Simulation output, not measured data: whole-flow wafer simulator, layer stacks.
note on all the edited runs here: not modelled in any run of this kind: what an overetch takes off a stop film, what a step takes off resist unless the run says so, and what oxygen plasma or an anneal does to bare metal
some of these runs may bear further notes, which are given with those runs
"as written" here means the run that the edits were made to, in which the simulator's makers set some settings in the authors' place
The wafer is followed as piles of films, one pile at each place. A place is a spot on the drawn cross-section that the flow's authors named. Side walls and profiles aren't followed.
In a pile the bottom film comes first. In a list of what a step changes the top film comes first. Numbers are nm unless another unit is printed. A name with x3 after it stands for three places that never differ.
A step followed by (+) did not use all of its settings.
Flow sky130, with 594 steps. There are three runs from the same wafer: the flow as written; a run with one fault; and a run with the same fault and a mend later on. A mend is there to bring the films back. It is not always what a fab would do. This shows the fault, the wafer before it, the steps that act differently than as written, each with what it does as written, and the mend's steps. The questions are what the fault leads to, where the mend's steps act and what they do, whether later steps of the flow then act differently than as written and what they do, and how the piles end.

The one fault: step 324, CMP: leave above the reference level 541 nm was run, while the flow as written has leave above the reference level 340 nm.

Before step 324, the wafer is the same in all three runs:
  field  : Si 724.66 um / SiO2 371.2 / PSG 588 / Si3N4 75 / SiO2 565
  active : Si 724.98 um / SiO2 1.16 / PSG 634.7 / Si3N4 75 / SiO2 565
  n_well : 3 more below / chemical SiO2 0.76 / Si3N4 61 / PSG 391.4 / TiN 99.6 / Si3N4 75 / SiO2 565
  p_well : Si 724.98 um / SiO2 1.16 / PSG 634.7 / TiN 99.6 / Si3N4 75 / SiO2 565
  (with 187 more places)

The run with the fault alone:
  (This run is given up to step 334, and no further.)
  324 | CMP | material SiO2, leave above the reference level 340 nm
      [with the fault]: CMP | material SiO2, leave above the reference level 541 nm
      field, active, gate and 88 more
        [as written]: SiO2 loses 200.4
        [with the fault]: nothing
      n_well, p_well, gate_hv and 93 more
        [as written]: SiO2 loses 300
        [with the fault]: SiO2 loses 99
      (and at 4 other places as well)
  Steps later in the flow that act otherwise than as written (not shown: 3 more steps that differ only slightly, by at most 2% or 0.5 nm, whichever is larger):
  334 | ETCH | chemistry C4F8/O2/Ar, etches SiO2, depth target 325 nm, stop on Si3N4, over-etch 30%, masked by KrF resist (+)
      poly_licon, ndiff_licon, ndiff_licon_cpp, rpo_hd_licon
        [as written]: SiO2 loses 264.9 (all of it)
        [with the fault]: SiO2 loses 325
  The piles after step 334 differ from the flow's at field, active, n_well and 188 more by more than 2% or 0.5 nm, whichever is larger.
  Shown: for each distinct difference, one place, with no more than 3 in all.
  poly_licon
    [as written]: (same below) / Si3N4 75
    [with the fault]: (same below) / Si3N4 75 / SiO2 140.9
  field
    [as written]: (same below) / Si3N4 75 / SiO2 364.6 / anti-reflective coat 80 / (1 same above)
    [with the fault]: (same below) / Si3N4 75 / SiO2 565 / anti-reflective coat 80 / (1 same above)
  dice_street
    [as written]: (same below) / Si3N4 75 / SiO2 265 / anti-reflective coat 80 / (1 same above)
    [with the fault]: (same below) / Si3N4 75 / SiO2 466 / anti-reflective coat 80 / (1 same above)

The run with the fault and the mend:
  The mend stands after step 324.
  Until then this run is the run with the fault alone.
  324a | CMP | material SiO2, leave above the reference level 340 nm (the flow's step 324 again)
      n_well, p_well, gate_hv and 97 more
        SiO2 loses 201
      field, active, gate and 88 more
        SiO2 loses 200.4
  None of the later steps of the flow acts differently than as written at any place that is followed.
  At every place that both follow, the piles at the end match the flow's.
